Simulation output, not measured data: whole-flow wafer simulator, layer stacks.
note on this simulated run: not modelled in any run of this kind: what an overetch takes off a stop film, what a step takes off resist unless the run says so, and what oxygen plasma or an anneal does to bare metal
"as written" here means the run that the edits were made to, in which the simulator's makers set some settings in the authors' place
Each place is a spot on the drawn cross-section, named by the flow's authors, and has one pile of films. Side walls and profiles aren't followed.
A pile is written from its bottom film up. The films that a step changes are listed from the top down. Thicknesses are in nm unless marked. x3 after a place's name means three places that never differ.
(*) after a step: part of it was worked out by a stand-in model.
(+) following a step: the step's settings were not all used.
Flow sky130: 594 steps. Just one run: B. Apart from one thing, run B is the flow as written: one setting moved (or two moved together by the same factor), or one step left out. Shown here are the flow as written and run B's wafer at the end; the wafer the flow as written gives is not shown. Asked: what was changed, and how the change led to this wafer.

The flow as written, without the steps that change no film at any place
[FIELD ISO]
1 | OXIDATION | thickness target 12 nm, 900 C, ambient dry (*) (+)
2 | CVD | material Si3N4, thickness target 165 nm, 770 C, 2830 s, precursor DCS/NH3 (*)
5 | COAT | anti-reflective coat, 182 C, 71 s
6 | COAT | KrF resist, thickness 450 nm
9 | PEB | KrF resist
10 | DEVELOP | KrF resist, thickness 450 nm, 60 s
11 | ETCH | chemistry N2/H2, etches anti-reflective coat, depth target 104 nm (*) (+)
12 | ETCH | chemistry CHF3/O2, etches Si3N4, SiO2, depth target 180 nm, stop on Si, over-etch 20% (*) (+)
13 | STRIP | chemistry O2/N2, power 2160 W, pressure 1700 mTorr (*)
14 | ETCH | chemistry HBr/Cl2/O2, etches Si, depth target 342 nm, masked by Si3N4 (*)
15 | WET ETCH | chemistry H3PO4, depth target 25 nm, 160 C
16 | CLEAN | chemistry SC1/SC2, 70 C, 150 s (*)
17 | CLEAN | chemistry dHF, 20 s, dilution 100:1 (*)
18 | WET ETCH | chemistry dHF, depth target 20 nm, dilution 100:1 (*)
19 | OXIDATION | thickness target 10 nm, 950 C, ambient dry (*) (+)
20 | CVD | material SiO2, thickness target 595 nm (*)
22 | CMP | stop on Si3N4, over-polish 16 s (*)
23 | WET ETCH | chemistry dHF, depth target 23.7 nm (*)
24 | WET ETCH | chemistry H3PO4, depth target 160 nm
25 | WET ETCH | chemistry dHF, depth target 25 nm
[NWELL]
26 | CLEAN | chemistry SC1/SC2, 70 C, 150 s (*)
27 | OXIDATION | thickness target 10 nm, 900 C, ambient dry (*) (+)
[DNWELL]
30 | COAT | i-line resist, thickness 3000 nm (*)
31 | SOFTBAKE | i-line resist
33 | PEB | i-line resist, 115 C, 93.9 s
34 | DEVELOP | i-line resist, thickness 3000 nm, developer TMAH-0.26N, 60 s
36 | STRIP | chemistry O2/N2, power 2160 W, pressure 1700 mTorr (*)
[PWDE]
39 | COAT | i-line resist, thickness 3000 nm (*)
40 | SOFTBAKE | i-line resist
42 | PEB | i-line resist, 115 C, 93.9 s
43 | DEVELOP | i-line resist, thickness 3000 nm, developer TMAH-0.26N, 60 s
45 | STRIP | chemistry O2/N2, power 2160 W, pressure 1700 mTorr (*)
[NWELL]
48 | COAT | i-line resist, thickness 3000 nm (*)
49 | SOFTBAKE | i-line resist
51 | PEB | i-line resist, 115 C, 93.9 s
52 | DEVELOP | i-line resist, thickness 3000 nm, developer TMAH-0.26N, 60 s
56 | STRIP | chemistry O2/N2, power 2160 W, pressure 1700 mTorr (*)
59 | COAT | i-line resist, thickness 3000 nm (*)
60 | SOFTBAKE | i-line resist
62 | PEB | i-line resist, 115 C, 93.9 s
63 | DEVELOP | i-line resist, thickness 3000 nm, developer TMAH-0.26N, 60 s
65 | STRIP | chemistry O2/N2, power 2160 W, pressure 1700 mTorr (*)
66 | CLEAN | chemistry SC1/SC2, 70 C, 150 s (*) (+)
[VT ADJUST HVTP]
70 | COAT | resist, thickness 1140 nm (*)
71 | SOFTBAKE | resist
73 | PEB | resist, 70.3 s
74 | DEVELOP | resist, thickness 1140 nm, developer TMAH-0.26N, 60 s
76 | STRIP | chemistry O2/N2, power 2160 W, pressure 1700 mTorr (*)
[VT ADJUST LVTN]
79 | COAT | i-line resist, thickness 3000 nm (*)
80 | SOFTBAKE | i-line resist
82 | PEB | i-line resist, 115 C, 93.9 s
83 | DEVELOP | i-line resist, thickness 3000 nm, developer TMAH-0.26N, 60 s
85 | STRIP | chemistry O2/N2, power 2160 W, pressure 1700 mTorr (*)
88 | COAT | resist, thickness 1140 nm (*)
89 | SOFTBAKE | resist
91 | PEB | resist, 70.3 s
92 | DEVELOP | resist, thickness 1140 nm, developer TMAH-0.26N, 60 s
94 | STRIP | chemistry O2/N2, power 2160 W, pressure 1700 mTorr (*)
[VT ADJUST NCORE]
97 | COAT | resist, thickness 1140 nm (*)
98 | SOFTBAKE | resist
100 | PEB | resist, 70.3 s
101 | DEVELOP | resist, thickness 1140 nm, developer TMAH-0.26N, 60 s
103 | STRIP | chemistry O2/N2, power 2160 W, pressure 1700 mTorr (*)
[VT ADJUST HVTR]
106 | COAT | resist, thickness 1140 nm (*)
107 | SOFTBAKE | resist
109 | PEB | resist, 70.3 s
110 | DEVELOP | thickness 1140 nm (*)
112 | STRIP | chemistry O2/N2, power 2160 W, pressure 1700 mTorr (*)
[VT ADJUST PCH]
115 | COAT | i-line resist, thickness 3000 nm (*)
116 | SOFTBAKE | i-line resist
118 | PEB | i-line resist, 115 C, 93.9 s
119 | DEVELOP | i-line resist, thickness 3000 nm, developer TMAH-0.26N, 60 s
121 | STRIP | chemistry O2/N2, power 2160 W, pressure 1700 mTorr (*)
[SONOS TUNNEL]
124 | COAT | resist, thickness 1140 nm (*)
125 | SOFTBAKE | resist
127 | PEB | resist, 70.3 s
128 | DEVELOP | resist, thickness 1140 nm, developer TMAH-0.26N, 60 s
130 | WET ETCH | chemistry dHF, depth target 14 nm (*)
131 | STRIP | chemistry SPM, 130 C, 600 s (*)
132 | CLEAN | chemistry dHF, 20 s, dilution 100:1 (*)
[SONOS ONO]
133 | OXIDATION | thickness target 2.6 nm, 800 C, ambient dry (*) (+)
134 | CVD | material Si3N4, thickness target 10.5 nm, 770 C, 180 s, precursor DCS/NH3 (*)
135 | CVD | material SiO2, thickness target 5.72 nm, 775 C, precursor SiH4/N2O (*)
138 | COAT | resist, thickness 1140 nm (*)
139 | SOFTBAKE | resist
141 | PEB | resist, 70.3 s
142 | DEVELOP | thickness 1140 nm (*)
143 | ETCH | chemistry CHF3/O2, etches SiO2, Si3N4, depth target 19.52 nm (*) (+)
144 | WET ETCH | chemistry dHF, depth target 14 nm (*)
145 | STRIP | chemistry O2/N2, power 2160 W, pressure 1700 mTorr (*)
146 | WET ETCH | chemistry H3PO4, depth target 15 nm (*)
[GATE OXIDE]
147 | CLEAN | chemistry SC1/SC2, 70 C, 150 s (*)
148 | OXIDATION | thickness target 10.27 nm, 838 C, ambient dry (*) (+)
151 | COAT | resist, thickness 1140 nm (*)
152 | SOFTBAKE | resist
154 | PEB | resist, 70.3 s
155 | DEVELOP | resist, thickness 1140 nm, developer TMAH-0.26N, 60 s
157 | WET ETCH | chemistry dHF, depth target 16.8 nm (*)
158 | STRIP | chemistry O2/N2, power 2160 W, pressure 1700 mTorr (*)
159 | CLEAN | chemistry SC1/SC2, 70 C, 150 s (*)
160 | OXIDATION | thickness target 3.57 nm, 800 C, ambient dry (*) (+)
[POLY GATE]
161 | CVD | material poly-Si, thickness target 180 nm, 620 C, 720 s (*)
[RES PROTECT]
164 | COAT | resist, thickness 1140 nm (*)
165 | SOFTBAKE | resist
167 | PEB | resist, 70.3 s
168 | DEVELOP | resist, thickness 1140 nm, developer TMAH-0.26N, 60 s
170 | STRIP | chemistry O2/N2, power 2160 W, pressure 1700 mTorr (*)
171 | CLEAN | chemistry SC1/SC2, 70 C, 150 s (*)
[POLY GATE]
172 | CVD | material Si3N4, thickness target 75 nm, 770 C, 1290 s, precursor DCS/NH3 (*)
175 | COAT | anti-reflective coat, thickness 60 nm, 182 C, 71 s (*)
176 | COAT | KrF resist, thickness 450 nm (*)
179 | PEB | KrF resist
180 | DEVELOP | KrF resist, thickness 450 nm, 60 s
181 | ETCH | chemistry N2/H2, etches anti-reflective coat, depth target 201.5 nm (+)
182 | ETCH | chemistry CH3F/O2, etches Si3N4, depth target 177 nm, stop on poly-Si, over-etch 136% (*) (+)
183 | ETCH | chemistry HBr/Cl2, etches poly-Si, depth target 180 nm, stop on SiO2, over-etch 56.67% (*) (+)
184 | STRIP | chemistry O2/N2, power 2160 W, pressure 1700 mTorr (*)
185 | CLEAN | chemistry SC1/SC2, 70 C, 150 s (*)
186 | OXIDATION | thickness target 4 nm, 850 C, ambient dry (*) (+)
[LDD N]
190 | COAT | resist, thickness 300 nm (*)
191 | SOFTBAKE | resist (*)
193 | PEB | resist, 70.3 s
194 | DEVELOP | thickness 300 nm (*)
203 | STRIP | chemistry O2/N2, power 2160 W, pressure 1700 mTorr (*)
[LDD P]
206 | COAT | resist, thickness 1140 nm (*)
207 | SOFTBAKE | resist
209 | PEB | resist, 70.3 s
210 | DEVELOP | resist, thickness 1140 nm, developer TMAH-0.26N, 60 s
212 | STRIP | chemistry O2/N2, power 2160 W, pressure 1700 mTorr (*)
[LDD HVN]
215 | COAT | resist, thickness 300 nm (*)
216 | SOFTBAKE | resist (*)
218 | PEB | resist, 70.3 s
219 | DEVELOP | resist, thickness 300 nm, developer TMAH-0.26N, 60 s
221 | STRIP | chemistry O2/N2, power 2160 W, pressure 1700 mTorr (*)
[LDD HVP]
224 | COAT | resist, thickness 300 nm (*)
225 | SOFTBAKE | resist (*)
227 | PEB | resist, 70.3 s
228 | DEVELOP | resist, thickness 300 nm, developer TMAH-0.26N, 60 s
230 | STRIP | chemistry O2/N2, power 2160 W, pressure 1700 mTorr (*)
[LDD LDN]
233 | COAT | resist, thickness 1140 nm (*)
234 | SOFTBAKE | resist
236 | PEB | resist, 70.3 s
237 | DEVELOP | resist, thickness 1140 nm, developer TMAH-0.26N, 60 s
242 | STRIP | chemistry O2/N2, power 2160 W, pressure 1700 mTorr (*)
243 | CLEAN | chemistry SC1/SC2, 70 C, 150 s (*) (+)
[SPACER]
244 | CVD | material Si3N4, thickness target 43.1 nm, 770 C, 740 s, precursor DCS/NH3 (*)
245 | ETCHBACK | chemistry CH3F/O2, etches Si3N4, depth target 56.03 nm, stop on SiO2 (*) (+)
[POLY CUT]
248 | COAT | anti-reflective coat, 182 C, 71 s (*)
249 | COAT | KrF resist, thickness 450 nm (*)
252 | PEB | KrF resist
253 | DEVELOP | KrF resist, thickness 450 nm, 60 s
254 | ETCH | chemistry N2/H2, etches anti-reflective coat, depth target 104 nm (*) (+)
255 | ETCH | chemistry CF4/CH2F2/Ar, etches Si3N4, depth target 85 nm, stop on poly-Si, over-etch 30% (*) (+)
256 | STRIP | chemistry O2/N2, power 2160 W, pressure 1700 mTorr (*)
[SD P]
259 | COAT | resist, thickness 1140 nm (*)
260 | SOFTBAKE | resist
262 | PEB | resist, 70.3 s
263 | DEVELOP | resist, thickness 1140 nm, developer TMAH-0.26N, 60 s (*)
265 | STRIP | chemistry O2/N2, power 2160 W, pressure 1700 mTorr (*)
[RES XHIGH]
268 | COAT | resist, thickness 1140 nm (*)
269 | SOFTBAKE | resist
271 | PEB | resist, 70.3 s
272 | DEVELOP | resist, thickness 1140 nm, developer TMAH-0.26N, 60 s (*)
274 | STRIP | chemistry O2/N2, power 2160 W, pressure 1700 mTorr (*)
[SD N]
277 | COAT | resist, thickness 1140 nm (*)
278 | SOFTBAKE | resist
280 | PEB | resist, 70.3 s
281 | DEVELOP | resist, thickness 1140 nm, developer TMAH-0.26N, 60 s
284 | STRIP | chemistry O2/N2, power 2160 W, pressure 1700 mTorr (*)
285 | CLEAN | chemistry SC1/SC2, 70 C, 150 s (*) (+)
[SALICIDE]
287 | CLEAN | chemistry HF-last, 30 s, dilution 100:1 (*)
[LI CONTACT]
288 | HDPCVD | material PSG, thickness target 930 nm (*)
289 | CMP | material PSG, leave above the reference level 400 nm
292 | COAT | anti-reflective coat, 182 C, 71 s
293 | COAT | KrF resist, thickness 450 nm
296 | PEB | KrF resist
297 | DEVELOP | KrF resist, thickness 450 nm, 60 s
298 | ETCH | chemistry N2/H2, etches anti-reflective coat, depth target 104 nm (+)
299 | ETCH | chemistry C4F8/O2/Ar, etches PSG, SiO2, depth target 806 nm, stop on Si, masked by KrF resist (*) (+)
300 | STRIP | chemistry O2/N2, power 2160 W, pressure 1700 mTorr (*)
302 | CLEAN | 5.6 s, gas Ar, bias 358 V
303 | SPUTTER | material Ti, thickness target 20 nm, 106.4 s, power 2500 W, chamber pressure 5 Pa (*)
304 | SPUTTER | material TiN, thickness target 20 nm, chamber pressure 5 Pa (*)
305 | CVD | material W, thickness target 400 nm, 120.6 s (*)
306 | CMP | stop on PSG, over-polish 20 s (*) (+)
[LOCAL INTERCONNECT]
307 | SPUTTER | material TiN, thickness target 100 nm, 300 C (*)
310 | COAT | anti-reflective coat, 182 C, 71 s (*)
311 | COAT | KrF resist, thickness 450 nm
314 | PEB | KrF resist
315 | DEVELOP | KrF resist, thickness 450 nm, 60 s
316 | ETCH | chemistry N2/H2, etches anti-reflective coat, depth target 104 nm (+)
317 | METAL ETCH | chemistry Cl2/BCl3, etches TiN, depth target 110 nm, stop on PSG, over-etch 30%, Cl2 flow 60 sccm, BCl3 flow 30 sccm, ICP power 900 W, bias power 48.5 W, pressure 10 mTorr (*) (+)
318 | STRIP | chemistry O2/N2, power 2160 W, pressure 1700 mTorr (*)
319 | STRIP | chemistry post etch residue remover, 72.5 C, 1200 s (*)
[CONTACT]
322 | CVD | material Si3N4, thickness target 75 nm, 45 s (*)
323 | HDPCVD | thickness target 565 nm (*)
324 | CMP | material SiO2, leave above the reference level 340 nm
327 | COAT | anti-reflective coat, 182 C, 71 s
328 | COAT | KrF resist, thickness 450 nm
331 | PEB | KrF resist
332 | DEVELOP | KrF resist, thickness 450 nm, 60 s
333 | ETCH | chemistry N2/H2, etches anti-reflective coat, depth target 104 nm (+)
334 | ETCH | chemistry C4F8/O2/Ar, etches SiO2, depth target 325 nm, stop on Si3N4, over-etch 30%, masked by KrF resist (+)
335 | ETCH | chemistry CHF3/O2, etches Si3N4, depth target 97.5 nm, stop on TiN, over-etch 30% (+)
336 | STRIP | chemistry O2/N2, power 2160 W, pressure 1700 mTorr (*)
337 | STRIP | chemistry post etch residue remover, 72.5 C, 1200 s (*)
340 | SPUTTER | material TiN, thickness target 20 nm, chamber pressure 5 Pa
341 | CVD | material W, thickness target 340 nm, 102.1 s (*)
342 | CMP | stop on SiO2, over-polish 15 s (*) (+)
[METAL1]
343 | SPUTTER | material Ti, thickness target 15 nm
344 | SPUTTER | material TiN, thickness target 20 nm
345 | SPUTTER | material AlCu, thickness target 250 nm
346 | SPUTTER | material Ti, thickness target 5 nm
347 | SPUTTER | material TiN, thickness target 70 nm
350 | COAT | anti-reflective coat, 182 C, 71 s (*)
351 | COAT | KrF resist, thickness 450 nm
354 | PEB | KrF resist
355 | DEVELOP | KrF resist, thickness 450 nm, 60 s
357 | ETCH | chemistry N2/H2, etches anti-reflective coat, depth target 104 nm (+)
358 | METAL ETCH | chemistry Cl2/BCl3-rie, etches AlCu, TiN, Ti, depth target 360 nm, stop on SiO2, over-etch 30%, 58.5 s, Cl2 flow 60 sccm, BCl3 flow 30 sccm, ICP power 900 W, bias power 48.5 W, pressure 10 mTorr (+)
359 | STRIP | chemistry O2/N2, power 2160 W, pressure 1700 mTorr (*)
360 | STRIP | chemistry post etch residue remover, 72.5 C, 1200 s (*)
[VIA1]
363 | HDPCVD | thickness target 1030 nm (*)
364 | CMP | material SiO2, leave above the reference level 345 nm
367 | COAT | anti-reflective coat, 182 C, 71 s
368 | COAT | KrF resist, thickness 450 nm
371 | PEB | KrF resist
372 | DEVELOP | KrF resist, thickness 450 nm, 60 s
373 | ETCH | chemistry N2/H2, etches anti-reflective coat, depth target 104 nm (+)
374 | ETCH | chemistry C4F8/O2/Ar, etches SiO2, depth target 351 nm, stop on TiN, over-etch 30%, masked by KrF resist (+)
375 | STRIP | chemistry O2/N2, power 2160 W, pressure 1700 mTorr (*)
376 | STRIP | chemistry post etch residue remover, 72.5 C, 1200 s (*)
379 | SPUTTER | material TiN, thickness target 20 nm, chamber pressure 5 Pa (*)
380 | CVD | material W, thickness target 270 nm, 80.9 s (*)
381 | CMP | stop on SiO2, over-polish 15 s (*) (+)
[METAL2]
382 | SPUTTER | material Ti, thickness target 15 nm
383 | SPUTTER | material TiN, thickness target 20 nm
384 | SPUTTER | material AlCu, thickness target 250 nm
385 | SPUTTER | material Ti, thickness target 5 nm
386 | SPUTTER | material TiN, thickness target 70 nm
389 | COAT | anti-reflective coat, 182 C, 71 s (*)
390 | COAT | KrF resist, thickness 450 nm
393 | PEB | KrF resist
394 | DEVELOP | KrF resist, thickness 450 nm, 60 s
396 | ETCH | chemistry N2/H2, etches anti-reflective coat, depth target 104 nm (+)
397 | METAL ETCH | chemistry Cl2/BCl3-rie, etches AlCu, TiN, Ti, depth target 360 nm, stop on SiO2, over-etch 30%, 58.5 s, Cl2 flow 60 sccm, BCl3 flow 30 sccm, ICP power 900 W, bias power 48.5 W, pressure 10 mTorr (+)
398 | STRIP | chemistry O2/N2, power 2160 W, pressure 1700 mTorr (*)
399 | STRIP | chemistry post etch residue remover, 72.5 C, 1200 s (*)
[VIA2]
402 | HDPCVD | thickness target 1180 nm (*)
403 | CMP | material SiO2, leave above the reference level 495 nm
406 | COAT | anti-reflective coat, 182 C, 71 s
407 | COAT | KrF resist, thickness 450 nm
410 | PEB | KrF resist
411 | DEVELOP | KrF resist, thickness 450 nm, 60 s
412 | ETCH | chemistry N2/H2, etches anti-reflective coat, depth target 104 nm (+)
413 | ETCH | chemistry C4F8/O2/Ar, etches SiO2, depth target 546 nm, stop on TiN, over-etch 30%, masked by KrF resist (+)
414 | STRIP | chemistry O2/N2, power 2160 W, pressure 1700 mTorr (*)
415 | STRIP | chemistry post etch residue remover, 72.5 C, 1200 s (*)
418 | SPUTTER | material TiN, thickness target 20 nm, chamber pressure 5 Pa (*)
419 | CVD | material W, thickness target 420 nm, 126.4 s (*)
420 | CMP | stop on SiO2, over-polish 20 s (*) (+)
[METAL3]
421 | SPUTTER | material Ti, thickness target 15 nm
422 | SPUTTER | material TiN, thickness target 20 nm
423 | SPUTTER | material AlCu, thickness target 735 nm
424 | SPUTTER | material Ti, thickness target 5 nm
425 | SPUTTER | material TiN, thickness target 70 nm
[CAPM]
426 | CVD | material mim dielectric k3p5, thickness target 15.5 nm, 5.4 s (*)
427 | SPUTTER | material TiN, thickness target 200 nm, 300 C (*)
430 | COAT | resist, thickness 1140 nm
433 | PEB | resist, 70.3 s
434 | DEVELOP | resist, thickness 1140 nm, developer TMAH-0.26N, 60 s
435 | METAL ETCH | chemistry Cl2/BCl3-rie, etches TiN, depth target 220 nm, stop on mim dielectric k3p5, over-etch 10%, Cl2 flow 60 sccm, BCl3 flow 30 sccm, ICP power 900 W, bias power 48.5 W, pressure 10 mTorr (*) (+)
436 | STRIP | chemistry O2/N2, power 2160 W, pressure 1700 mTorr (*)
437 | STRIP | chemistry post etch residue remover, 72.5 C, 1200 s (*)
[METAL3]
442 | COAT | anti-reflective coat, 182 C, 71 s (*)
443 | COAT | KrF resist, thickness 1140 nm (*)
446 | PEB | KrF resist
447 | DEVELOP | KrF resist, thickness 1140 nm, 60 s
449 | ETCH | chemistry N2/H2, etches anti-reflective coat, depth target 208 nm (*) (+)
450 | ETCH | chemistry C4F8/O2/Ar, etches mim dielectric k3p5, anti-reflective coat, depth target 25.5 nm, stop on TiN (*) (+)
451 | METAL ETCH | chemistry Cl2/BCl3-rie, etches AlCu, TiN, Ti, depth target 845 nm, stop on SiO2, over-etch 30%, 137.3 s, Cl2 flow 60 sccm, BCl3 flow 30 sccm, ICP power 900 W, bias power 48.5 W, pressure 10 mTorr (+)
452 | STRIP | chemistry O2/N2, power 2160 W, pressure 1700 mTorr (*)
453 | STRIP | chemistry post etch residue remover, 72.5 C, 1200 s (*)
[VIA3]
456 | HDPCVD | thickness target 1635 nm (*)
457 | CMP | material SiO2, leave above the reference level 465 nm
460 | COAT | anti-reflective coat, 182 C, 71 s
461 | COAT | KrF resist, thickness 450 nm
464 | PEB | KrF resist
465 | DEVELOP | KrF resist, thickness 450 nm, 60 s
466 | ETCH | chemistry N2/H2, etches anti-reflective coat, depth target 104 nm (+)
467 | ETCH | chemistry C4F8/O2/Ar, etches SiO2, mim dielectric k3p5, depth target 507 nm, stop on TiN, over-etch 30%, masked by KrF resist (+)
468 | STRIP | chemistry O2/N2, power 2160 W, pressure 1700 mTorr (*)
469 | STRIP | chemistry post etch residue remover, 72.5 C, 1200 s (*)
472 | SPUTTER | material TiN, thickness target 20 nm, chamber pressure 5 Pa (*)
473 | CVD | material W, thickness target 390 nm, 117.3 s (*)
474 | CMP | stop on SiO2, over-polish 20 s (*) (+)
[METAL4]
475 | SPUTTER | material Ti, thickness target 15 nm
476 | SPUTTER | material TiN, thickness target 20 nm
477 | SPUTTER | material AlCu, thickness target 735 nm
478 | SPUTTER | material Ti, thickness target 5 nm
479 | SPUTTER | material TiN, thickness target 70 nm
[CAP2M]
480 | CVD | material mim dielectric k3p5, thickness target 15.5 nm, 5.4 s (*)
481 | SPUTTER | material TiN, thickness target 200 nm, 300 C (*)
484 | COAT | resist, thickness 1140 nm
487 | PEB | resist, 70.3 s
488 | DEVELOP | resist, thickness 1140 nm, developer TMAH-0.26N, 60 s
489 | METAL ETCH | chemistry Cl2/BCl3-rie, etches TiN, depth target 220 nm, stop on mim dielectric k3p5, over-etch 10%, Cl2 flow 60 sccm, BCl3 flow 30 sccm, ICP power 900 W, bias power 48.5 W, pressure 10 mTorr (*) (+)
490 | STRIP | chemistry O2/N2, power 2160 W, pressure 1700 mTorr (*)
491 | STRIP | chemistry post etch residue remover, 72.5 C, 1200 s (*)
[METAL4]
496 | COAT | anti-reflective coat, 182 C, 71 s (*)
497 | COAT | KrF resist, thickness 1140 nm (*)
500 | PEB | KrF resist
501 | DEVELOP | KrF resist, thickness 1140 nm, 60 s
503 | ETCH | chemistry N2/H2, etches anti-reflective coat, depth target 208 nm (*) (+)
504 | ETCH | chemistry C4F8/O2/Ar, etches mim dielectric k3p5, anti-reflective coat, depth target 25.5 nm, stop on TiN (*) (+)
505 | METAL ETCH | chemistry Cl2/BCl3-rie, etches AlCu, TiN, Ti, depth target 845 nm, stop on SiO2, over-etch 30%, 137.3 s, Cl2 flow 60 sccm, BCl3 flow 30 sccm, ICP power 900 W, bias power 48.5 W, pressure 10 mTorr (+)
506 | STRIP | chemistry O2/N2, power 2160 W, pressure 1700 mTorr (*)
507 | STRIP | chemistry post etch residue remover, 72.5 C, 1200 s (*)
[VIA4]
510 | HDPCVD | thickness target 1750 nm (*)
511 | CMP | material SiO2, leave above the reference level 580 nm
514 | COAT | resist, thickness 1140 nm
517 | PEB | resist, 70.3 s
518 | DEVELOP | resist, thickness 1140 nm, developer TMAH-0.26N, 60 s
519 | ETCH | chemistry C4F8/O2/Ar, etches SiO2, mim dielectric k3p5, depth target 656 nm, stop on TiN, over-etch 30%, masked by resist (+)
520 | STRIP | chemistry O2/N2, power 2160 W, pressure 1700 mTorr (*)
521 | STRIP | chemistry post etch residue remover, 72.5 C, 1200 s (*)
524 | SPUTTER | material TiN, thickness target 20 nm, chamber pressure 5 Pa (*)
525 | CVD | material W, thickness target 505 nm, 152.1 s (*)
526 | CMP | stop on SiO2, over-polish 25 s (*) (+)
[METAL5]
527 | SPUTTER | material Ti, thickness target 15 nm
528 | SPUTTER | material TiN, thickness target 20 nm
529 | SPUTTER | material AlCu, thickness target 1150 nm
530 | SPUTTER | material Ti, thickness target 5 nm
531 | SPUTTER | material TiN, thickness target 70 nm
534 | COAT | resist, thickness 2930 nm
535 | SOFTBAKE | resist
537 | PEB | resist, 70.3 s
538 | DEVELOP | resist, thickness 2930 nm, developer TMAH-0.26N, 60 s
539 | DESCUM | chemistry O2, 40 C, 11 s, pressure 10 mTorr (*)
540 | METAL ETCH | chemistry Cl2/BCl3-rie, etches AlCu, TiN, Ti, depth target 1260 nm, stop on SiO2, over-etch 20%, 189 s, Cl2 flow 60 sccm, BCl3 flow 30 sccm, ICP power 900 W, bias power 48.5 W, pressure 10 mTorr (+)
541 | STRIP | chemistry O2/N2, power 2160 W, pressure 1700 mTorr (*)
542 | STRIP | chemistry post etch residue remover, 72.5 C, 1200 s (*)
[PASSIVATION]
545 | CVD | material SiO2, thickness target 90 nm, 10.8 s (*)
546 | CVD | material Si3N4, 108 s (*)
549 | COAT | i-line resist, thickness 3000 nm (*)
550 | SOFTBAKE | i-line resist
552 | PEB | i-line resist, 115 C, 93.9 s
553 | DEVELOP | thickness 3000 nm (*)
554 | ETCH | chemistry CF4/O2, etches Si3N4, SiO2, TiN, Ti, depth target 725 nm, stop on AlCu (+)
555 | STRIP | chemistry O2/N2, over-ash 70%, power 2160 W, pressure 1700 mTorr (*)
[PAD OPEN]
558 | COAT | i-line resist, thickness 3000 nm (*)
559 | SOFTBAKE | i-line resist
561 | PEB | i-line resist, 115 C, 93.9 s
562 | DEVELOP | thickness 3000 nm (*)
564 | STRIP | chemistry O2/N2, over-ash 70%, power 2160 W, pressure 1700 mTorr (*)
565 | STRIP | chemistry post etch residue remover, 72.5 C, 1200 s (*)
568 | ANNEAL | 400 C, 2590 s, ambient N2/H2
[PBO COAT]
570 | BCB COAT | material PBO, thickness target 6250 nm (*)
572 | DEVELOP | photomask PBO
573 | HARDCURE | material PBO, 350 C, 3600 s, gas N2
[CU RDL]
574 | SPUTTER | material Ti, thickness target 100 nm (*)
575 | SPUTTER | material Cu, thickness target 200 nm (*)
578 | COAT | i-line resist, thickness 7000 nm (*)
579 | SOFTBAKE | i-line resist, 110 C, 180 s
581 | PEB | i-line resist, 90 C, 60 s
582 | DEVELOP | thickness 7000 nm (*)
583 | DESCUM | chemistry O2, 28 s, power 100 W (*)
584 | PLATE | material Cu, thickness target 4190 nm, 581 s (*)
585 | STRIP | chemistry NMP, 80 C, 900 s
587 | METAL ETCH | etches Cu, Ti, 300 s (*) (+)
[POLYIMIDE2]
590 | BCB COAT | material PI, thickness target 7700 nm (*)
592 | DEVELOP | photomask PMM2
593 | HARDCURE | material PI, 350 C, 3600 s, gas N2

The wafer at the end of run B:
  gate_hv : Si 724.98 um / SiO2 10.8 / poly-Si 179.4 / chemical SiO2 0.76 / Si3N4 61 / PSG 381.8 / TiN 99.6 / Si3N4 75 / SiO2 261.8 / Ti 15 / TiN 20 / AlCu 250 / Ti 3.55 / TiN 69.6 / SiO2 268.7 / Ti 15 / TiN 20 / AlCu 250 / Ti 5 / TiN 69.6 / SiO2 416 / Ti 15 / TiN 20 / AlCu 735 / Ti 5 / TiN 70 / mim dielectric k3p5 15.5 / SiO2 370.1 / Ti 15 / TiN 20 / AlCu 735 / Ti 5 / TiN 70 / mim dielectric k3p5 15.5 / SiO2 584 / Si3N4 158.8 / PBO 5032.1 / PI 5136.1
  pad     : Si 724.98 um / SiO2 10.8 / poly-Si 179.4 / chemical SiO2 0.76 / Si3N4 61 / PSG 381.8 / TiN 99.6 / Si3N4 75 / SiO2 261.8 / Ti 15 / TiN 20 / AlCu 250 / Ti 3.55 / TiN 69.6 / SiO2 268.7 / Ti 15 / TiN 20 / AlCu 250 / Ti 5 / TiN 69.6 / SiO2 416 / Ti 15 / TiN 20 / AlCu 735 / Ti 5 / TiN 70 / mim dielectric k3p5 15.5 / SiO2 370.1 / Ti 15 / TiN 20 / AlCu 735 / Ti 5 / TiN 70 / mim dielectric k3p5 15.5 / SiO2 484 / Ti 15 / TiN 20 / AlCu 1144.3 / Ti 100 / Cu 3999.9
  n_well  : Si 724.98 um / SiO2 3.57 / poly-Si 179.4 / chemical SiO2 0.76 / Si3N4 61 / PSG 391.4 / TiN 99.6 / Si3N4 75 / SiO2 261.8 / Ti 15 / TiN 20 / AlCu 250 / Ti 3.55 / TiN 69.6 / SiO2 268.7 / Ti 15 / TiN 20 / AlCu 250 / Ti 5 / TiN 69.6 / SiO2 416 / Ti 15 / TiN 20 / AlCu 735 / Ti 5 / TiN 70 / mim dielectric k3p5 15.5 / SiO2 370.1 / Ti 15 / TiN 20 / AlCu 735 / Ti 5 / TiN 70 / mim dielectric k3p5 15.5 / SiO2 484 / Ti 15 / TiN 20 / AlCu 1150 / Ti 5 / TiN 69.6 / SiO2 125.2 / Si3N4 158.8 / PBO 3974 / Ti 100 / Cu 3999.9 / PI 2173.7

Cause: step 346, SPUTTER: thickness target 3.55 nm was run, while the flow as written has thickness target 5 nm.
One can read it off the wafer: gate_hv has Ti 3.55, and step 346 as written asks for 5 nm.

How this came from the change, step by step:
  346 | SPUTTER | material Ti, thickness target 5 nm
      field, active, n_well and 188 more: +3.55 Ti (new film) (it would be, as written: +5 Ti (new film))
  358 | METAL ETCH | chemistry Cl2/BCl3-rie, etches AlCu, TiN, Ti, depth target 360 nm, stop on SiO2, over-etch 30%, 58.5 s, Cl2 flow 60 sccm, BCl3 flow 30 sccm, ICP power 900 W, bias power 48.5 W, pressure 10 mTorr (+)
      field, active, gate and 81 more: -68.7 TiN (all of it), -3.55 Ti (all of it), -250 AlCu (all of it), -20 TiN (all of it), -15 Ti (all of it), -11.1 SiO2 (it would be, as written: -68.7 TiN (all of it), -5 Ti (all of it), -250 AlCu (all of it), -20 TiN (all of it), -15 Ti (all of it), -10.9 SiO2)
